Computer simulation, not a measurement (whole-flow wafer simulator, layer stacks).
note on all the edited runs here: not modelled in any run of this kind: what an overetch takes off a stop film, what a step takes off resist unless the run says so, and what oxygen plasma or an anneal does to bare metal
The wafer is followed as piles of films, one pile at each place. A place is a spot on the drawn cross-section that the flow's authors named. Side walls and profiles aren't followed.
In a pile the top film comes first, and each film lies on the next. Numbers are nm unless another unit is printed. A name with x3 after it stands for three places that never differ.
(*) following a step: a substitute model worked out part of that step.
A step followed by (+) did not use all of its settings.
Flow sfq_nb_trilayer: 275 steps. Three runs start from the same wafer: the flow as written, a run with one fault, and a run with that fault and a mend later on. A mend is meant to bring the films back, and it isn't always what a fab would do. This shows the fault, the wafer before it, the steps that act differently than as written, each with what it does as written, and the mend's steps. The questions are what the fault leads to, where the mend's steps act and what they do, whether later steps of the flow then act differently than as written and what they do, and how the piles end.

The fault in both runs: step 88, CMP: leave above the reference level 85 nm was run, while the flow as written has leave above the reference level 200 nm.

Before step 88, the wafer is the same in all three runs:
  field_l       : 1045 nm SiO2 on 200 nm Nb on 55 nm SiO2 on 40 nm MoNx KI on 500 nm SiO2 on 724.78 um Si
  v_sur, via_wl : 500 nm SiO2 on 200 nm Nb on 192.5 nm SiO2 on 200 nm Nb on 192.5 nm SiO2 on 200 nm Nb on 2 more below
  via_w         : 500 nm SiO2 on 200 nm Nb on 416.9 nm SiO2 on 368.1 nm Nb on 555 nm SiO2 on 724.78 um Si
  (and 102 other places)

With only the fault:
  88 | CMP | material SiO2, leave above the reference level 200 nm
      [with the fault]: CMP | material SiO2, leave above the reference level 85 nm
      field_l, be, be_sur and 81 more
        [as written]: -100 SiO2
        [with the fault]: -215 SiO2
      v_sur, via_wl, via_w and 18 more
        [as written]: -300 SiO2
        [with the fault]: -415 SiO2
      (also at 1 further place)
  Later steps of the flow acting differently than as written (not shown: 3 more steps that differ only slightly, by at most 2% or 0.5 nm, whichever is larger):
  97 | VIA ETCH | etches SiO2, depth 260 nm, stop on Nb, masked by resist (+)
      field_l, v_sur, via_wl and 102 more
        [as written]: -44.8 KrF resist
        [with the fault]: -21.9 KrF resist
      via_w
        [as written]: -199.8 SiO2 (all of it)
        [with the fault]: -84.8 SiO2 (all of it)
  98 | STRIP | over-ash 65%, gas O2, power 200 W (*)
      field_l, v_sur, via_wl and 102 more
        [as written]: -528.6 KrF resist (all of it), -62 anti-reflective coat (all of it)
        [with the fault]: -551.5 KrF resist (all of it), -62 anti-reflective coat (all of it)
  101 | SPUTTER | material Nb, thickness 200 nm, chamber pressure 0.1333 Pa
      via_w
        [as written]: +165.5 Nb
        [with the fault]: +191.1 Nb
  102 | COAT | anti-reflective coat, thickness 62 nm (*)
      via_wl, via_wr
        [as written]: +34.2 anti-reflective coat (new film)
        [with the fault]: +38.9 anti-reflective coat (new film)
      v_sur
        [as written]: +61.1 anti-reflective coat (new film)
        [with the fault]: +58 anti-reflective coat (new film)
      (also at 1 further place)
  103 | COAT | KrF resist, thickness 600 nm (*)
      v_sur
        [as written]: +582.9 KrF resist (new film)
        [with the fault]: +595.6 KrF resist (new film)
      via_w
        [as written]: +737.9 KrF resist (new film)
        [with the fault]: +642.9 KrF resist (new film)
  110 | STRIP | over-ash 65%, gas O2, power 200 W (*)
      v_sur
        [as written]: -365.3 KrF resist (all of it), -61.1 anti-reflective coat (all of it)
        [with the fault]: -378 KrF resist (all of it), -58 anti-reflective coat (all of it)
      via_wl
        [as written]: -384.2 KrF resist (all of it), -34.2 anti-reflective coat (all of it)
        [with the fault]: -393.8 KrF resist (all of it), -38.9 anti-reflective coat (all of it)
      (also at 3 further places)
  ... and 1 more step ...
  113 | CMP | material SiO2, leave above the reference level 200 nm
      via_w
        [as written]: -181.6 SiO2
        [with the fault]: -207.1 SiO2
  By the end, the piles at field_l, v_sur, via_wl and 103 more depart from the flow's by more than 2% or 0.5 nm, whichever is larger.
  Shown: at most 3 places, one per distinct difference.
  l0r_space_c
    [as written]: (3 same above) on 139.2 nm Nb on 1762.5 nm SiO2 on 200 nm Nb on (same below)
    [with the fault]: (3 same above) on 139.2 nm Nb on 1647.5 nm SiO2 on 200 nm Nb on (same below)
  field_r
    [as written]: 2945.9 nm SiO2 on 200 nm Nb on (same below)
    [with the fault]: 2830.9 nm SiO2 on 200 nm Nb on (same below)
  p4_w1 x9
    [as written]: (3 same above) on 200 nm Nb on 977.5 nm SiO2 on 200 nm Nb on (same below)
    [with the fault]: (3 same above) on 200 nm Nb on 862.5 nm SiO2 on 200 nm Nb on (same below)

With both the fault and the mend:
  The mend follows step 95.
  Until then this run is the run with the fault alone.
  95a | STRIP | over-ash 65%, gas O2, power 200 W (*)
      field_l, v_sur, via_wl and 102 more
        -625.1 KrF resist (all of it), -62 anti-reflective coat (all of it)
      via_w
        -62 anti-reflective coat (all of it)
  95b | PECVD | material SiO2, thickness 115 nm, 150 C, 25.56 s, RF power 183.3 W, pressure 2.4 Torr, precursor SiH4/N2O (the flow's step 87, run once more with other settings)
      field_l, v_sur, via_wl and 103 more
        +115 SiO2
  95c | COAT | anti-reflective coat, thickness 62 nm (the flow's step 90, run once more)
      field_l, v_sur, via_wl and 103 more
        +62 anti-reflective coat (new film)
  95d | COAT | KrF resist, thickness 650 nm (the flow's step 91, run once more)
      field_l, v_sur, via_wl and 103 more
        +650 KrF resist (new film)
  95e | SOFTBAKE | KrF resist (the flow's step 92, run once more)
      leaves every film unchanged at each place that is followed
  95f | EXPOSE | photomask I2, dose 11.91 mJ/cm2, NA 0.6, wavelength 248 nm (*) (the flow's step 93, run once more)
      leaves every film unchanged at each place that is followed
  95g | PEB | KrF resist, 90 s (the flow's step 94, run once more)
      field_l, v_sur, via_wl and 103 more
        -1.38 KrF resist
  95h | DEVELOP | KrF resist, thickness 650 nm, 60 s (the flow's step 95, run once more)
      field_l, v_sur, via_wl and 102 more
        -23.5 KrF resist
      via_w
        -648.6 KrF resist (all of it)
  Every later step of the flow that is run acts as written at every place that is followed.
  At every place that both follow, the piles at the end match the flow's.
